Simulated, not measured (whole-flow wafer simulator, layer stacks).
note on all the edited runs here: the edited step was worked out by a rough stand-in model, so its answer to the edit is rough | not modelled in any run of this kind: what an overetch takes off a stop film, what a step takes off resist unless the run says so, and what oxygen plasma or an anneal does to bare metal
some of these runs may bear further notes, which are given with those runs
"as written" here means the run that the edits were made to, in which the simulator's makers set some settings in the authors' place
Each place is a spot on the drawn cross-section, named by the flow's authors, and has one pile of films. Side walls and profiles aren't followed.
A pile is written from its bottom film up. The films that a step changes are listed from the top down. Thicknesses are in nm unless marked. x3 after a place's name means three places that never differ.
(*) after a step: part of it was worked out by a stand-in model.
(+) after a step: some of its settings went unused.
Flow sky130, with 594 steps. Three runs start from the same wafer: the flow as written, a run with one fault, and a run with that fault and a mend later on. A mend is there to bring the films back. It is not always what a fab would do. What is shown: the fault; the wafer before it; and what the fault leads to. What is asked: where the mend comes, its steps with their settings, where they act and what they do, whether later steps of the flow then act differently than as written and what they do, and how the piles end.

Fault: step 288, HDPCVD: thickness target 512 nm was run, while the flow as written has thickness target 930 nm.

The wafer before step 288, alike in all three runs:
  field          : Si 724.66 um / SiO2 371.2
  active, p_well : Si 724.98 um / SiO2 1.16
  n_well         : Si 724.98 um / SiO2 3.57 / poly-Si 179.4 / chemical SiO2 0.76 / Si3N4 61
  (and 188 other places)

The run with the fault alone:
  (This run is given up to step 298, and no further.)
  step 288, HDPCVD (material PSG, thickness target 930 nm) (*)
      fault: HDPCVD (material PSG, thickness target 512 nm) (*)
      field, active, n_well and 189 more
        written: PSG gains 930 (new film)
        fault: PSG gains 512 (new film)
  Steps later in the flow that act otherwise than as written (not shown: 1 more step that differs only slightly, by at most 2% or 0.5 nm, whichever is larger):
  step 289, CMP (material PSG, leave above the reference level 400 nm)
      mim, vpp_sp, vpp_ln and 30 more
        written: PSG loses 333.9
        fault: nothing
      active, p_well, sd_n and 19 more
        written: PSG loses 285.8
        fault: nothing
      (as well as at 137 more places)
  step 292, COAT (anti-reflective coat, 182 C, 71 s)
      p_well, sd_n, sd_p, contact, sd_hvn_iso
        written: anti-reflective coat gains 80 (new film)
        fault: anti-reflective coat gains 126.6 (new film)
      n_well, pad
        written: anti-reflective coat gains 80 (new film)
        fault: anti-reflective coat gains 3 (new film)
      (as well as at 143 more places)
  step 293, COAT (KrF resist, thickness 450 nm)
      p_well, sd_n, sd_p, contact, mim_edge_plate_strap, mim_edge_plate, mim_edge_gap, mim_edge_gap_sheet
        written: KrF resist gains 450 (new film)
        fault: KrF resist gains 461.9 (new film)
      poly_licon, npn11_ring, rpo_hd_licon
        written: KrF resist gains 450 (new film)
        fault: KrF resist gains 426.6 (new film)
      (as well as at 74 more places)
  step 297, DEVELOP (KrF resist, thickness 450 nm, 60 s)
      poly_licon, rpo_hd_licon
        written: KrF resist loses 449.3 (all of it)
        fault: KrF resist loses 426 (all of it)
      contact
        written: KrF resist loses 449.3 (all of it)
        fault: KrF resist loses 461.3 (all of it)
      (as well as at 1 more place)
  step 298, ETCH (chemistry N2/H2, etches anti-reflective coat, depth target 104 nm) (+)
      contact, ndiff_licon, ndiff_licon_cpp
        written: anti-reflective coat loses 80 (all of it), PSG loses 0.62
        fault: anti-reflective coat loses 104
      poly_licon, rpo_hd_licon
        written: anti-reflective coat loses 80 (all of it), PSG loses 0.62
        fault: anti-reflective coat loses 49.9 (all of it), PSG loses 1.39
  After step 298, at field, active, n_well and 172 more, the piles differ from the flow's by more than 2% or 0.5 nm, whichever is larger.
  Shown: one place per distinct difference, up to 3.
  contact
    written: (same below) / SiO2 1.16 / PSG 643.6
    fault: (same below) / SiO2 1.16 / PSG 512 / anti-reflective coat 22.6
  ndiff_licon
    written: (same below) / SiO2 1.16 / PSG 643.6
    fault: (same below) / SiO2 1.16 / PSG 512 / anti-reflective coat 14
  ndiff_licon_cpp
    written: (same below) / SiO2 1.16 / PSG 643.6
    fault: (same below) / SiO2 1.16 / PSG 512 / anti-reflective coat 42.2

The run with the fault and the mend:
  The mend stands after step 288.
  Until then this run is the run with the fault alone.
  step 288a, HDPCVD (material PSG, thickness target 418 nm) (*) (the flow's step 288 again, with other settings)
      field, active, n_well and 189 more
        PSG gains 418
  Every later step of the flow that is run acts as written, at every place that is followed, to within 2% or 0.5 nm, whichever is larger.
  The piles end only slightly different from the flow's at the places that both follow, by no more than 2% or 0.5 nm, whichever is larger.
